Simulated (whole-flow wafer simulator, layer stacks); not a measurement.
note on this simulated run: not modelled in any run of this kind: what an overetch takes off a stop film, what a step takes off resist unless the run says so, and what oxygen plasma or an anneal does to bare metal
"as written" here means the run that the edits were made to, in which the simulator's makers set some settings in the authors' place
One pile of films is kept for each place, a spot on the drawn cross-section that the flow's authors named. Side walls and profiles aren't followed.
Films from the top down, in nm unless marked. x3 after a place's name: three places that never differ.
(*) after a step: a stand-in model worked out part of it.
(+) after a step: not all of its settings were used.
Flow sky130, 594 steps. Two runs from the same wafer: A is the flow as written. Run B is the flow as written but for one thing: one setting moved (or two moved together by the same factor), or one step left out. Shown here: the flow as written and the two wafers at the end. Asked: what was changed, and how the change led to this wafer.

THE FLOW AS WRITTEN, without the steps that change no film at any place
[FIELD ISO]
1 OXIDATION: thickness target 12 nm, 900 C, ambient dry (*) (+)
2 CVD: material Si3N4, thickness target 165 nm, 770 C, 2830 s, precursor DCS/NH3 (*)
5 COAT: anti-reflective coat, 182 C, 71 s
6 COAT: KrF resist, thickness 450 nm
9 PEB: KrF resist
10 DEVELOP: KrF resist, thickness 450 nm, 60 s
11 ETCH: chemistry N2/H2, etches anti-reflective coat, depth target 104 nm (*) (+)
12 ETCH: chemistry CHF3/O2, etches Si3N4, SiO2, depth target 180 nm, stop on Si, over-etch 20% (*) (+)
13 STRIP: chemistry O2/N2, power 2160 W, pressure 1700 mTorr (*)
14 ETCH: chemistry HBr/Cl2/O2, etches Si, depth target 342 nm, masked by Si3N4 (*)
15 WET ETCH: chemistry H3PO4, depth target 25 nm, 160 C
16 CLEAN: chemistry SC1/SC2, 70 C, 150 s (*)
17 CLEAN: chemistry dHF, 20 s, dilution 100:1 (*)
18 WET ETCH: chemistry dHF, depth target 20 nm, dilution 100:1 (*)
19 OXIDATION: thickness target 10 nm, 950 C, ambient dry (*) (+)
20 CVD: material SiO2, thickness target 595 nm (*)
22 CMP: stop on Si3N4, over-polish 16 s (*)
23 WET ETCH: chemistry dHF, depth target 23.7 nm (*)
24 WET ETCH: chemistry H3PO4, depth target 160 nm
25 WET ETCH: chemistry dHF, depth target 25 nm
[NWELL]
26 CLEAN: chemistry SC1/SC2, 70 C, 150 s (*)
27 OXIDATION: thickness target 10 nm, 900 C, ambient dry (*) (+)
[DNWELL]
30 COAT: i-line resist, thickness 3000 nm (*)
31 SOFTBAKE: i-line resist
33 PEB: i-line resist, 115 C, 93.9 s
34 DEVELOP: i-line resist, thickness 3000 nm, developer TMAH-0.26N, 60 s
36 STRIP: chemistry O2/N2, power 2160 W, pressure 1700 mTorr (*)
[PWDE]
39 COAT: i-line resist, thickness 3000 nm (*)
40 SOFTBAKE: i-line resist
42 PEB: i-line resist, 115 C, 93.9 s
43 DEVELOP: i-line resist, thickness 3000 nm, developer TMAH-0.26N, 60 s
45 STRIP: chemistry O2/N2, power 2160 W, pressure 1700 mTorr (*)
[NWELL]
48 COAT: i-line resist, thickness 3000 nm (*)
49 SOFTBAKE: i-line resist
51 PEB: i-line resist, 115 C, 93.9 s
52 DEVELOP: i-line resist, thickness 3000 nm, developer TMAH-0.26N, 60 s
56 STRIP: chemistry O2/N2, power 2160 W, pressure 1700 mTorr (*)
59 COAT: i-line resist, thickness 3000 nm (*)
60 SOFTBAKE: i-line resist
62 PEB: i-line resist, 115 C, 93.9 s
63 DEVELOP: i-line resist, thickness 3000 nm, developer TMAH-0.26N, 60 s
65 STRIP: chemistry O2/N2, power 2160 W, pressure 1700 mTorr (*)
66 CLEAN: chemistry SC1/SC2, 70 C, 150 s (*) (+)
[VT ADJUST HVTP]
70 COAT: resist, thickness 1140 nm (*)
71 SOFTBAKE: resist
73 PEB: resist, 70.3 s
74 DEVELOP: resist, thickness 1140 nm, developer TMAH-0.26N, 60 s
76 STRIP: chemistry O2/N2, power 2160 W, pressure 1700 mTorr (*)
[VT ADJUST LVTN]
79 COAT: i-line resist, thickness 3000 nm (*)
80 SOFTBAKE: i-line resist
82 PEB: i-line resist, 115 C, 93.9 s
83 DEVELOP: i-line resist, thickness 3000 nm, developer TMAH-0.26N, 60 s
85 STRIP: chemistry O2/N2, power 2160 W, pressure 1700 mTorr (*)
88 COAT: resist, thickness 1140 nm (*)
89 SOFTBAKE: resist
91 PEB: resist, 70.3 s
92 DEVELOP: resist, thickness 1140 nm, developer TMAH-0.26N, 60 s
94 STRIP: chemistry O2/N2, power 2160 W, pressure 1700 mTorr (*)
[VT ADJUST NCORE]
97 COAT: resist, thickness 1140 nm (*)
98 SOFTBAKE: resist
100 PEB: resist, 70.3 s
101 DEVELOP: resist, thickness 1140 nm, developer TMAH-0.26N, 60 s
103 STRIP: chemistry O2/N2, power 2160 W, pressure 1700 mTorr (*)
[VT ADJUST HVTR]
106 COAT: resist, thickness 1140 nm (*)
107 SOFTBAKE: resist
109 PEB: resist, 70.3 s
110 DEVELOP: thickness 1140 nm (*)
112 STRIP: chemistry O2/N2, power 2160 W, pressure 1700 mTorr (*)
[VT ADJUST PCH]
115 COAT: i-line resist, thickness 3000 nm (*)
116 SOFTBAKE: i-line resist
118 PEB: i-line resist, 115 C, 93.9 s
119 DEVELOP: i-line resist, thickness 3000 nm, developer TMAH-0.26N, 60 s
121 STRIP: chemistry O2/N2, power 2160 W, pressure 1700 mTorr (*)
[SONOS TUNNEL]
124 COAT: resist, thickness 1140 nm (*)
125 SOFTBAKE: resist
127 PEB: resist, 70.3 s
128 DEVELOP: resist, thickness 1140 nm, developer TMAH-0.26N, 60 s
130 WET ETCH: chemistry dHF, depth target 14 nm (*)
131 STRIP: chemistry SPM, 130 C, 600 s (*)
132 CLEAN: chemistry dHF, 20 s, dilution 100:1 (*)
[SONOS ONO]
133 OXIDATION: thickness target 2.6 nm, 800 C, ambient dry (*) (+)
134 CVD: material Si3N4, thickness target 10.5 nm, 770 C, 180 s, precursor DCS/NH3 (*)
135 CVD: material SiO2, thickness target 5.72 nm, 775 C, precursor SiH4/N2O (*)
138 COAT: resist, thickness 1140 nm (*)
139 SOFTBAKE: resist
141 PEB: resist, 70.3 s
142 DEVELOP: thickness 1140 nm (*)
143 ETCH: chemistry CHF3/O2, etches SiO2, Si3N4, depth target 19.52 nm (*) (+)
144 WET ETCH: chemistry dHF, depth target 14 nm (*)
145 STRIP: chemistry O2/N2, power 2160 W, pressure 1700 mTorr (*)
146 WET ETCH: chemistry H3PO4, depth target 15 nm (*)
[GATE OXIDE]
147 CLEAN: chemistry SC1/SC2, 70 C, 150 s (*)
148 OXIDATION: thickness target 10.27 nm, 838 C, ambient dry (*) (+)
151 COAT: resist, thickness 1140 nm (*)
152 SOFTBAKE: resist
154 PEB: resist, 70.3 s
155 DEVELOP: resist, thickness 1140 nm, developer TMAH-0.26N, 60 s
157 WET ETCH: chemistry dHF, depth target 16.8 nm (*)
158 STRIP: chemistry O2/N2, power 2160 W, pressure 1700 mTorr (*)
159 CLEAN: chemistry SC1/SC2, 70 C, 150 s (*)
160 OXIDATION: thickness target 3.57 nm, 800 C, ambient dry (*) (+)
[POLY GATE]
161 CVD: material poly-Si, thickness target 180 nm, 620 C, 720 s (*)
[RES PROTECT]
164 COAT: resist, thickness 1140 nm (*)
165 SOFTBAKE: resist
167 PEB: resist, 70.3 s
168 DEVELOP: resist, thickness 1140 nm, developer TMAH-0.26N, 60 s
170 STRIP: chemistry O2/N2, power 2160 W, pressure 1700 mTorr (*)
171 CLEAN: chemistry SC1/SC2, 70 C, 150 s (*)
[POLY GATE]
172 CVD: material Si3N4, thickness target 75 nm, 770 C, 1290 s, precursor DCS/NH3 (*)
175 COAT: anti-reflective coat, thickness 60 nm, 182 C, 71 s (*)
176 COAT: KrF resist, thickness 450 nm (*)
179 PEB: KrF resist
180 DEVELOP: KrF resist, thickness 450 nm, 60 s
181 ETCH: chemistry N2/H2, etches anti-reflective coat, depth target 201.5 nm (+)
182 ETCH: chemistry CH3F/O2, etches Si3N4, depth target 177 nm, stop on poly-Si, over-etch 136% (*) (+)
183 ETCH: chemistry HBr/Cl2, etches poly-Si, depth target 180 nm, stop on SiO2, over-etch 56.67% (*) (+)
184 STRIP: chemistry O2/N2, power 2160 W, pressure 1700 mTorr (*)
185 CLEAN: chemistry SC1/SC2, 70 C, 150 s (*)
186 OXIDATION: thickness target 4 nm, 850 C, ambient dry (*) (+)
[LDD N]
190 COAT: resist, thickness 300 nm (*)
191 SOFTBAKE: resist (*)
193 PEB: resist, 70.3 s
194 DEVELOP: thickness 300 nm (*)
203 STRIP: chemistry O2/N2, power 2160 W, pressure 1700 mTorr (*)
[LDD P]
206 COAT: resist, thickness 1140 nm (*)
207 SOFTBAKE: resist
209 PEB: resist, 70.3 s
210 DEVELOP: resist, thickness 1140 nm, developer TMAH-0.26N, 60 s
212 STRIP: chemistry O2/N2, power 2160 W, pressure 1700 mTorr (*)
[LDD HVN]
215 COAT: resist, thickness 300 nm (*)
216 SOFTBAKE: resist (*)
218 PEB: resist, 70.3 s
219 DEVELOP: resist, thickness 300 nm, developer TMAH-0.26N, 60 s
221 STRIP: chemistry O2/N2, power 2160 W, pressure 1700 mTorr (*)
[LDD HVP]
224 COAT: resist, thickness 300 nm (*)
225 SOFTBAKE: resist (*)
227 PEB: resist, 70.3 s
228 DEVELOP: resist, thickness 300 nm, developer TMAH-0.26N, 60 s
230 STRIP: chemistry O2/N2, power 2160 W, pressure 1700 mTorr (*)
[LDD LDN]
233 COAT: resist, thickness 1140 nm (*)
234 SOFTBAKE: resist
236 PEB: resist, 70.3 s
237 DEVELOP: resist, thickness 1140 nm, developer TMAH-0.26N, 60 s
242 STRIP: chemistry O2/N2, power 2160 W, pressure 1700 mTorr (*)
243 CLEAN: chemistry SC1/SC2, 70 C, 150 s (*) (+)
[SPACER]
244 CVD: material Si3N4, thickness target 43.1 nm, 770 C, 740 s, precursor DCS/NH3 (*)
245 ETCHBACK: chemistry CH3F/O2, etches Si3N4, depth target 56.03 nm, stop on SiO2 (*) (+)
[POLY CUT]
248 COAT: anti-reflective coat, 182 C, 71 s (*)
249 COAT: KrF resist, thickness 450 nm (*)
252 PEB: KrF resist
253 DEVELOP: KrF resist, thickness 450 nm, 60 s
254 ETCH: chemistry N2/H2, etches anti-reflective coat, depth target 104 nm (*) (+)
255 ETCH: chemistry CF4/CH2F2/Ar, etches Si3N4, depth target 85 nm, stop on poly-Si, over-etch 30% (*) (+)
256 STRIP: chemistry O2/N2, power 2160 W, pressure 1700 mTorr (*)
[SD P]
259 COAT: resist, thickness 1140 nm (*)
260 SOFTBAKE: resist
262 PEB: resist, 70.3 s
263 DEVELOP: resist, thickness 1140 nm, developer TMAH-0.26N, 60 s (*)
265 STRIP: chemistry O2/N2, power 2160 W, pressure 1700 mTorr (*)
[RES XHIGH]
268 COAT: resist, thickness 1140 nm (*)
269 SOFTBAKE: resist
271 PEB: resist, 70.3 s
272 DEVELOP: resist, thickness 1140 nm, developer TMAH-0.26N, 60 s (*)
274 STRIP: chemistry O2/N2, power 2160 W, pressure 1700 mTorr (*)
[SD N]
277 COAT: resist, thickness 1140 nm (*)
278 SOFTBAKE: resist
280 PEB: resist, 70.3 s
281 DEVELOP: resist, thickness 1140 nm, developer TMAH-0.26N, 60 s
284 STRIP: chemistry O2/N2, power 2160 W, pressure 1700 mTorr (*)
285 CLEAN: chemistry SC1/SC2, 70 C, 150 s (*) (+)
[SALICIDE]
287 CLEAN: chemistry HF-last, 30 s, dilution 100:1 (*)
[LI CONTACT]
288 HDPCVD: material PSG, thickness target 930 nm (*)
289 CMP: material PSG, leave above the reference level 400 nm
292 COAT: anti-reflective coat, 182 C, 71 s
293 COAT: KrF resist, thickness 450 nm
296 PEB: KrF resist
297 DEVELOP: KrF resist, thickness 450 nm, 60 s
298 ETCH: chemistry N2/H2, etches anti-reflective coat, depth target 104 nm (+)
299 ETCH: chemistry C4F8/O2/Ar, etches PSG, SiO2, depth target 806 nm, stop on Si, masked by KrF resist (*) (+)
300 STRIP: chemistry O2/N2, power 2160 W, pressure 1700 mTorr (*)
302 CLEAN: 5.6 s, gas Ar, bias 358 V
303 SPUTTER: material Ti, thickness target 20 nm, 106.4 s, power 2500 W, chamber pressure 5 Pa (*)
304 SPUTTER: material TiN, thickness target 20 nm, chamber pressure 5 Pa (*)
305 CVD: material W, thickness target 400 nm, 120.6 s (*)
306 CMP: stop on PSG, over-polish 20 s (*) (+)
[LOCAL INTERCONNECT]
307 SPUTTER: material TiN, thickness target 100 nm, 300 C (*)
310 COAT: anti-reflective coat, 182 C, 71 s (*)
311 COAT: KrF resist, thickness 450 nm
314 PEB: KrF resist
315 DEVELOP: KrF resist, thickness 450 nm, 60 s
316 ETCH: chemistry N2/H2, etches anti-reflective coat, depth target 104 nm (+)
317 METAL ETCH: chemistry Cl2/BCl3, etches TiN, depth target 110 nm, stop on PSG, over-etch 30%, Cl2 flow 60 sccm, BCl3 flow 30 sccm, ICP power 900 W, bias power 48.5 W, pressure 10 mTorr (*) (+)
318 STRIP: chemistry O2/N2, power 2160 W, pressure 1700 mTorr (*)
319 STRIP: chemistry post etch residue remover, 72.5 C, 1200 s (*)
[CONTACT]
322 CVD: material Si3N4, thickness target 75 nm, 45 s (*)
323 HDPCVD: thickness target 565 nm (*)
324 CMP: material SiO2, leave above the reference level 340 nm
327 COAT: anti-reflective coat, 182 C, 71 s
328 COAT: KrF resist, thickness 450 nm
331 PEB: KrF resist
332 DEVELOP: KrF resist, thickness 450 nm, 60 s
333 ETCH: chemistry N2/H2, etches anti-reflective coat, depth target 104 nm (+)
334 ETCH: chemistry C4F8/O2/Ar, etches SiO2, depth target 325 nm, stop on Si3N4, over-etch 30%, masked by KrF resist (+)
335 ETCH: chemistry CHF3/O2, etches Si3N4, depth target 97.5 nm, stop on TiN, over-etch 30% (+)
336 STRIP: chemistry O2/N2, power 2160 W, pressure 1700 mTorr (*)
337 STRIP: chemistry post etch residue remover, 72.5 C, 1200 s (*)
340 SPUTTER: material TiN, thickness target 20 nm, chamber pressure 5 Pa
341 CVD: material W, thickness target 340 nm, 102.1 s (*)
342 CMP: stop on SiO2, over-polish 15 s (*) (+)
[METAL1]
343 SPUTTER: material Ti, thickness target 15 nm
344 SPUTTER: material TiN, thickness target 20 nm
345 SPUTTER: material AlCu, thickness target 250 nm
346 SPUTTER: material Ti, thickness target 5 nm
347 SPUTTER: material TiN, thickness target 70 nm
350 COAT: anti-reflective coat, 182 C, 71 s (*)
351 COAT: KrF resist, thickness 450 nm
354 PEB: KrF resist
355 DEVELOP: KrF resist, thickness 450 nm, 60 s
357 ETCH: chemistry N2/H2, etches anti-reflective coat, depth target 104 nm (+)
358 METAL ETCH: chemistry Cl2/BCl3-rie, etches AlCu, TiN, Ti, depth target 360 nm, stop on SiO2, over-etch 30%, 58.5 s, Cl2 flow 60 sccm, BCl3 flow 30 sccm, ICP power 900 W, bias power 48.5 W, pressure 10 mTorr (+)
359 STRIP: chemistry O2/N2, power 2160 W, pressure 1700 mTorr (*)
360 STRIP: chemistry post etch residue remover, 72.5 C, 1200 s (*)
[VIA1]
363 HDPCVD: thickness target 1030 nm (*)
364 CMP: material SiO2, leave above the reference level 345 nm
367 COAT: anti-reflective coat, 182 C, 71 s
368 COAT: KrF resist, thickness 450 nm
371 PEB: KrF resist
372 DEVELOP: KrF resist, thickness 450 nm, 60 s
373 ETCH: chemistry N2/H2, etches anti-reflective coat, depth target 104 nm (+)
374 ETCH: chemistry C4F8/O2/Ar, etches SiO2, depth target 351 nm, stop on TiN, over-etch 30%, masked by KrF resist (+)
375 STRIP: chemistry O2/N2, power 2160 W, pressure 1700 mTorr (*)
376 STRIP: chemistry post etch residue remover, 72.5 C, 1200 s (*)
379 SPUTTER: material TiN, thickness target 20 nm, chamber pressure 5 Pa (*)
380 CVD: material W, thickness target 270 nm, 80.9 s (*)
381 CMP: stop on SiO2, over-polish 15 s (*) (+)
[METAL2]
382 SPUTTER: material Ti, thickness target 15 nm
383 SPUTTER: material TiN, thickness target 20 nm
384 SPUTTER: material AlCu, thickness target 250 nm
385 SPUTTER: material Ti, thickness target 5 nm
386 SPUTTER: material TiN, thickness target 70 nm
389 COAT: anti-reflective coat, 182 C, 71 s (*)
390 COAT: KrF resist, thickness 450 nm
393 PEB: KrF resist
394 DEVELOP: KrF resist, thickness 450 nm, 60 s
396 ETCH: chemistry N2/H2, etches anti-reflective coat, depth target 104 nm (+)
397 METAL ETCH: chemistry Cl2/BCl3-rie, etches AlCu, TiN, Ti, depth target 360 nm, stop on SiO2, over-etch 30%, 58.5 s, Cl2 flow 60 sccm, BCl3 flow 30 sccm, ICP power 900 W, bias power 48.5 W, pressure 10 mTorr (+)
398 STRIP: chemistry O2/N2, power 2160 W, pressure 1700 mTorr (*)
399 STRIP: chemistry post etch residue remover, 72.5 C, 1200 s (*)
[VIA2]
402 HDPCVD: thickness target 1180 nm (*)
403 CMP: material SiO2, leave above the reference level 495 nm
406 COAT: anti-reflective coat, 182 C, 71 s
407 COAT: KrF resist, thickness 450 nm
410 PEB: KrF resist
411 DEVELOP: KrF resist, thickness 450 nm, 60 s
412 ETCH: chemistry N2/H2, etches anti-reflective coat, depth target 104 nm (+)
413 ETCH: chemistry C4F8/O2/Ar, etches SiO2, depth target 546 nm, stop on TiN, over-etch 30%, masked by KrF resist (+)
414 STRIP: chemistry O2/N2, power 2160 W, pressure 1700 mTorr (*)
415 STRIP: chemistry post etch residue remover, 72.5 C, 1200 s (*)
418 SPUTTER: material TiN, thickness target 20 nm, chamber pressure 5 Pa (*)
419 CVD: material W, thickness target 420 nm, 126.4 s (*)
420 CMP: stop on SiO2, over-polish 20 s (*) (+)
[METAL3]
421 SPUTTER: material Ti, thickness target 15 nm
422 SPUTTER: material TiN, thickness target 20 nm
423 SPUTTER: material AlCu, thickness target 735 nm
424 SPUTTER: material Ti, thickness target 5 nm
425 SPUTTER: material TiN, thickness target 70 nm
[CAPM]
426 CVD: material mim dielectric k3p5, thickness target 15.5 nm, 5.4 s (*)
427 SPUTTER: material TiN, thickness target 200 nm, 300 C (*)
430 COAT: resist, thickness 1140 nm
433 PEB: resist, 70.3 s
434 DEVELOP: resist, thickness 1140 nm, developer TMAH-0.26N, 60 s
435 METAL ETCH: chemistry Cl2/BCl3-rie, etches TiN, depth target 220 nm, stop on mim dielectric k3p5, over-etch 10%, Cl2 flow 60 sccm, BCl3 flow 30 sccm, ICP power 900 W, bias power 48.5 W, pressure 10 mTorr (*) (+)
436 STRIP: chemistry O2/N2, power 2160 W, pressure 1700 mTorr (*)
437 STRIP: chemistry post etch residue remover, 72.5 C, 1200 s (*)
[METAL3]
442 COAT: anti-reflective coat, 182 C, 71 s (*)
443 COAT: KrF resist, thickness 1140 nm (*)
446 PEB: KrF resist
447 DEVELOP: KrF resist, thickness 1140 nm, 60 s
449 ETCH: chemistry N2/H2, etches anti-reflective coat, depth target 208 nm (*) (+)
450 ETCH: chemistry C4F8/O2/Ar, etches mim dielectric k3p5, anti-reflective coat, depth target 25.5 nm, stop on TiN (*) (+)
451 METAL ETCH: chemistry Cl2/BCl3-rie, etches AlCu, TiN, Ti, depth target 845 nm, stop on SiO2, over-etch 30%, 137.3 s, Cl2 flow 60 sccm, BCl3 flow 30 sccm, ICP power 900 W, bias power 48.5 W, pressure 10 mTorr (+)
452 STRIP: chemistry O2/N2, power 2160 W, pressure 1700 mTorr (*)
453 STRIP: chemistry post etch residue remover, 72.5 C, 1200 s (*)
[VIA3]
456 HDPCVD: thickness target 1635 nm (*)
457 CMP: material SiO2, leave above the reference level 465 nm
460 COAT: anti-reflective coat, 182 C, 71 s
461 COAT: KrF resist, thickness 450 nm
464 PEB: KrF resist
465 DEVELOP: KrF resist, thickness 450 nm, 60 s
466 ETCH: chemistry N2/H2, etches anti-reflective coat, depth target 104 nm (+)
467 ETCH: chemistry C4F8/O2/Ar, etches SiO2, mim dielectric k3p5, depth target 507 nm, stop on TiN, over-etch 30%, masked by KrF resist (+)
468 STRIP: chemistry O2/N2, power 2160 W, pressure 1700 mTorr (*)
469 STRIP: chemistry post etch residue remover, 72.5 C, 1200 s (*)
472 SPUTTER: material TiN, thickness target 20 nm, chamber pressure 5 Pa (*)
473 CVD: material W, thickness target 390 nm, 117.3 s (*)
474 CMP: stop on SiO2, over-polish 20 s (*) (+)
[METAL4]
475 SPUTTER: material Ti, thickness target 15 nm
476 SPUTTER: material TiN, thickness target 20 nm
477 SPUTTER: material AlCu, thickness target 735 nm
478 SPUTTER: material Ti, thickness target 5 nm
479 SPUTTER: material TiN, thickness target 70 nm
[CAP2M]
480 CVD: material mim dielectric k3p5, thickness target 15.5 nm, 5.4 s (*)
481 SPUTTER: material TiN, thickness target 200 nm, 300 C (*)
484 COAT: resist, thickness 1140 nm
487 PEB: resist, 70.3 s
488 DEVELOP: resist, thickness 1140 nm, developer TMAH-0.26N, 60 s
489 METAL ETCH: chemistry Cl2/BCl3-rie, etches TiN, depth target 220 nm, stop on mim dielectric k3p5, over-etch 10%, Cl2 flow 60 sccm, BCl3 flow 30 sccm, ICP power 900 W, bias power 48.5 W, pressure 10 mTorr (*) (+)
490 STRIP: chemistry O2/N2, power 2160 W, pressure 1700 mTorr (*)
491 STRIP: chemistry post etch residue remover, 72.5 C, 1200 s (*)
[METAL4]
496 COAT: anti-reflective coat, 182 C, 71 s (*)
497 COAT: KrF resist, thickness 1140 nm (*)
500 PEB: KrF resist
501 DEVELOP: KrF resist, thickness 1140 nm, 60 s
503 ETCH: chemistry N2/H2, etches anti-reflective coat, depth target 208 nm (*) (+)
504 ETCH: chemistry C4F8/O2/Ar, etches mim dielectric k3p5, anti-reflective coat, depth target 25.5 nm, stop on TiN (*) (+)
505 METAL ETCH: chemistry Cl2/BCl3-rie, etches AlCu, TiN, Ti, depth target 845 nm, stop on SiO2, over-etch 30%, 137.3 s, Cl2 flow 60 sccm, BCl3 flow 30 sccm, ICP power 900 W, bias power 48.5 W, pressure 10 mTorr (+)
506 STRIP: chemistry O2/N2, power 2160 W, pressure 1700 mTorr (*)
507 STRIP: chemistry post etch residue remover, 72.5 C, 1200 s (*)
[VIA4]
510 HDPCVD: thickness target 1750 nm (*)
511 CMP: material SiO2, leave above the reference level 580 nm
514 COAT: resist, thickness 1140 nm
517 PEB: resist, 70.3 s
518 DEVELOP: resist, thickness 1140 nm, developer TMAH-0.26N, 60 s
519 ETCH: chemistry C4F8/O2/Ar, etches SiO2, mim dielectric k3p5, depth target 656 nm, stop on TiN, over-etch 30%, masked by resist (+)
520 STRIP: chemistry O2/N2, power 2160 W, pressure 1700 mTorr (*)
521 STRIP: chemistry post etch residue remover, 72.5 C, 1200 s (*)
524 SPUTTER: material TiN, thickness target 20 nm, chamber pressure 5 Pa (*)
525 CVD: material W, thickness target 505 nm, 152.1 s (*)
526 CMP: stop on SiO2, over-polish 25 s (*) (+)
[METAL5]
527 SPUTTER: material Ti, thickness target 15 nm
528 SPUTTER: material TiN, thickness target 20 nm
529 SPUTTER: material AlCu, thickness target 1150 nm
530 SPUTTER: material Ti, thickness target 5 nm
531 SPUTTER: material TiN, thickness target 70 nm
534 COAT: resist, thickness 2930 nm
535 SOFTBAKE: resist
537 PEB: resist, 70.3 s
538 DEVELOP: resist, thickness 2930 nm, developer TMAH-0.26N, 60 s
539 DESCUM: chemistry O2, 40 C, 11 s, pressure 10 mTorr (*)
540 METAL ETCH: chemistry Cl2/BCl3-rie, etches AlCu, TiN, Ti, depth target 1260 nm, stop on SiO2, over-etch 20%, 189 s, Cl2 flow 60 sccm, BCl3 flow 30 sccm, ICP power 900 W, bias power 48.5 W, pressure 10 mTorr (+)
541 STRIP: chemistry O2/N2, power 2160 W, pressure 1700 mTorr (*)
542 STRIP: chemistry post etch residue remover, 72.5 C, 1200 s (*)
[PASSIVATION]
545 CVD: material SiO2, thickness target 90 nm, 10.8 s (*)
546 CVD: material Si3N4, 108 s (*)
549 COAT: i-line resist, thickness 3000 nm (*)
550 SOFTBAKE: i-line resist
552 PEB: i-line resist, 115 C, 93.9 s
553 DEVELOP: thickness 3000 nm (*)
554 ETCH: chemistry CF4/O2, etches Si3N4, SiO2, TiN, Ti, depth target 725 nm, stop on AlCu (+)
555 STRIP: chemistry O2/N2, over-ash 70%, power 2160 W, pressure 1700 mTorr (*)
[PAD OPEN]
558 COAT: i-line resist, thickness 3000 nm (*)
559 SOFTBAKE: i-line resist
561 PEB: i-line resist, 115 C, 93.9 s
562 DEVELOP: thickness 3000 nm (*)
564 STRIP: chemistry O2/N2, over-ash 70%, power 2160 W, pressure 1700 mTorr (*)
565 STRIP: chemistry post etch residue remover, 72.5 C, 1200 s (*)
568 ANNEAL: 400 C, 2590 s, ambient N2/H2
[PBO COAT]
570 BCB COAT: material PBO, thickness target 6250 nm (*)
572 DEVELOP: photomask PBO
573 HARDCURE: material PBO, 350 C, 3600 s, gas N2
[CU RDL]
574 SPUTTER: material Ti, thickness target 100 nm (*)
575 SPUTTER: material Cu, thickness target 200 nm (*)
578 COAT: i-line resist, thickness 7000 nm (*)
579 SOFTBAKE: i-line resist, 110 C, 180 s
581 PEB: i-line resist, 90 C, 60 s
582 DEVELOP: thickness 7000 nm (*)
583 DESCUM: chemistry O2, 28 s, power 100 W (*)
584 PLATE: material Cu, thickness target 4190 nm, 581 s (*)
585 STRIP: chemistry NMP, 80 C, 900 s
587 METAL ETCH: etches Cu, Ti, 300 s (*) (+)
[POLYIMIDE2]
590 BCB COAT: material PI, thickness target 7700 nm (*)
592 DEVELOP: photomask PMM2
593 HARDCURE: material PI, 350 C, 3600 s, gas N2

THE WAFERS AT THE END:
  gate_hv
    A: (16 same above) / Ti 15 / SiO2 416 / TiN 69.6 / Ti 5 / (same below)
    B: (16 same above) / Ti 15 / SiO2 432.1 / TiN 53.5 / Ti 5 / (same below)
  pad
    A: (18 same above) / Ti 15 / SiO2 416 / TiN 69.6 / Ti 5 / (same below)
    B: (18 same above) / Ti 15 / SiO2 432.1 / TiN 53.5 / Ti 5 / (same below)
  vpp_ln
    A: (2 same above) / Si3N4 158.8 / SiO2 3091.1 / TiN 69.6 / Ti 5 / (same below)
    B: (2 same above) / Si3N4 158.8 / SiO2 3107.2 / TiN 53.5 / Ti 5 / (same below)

The cause: step 386, SPUTTER: thickness target 53.9 nm was run, where the flow has thickness target 70 nm.

How the change led to this, step by step:
  386 SPUTTER: material TiN, thickness target 70 nm
      field, active, n_well and 188 more: A TiN +70 (new film) | B TiN +53.9 (new film)
  397 METAL ETCH: chemistry Cl2/BCl3-rie, etches AlCu, TiN, Ti, depth target 360 nm, stop on SiO2, over-etch 30%, 58.5 s, Cl2 flow 60 sccm, BCl3 flow 30 sccm, ICP power 900 W, bias power 48.5 W, pressure 10 mTorr (+)
      field, active, gate and 82 more: A TiN -68.7 (all of it), Ti -5 (all of it), AlCu -250 (all of it), TiN -20 (all of it), Ti -15 (all of it), SiO2 -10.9 | B TiN -52.6 (all of it), Ti -5 (all of it), AlCu -250 (all of it), TiN -20 (all of it), Ti -15 (all of it), SiO2 -12.5
  403 CMP: material SiO2, leave above the reference level 495 nm
      n_well, p_well, gate_hv and 101 more: A SiO2 -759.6 | B SiO2 -743.5
      m1, via1_hole: A SiO2 -759.1 | B SiO2 -743
  413 ETCH: chemistry C4F8/O2/Ar, etches SiO2, depth target 546 nm, stop on TiN, over-etch 30%, masked by KrF resist (+)
      m1: A SiO2 -420.3 (all of it) | B SiO2 -436.4 (all of it)
      via2_hole: A SiO2 -419.8 (all of it) | B SiO2 -435.9 (all of it)
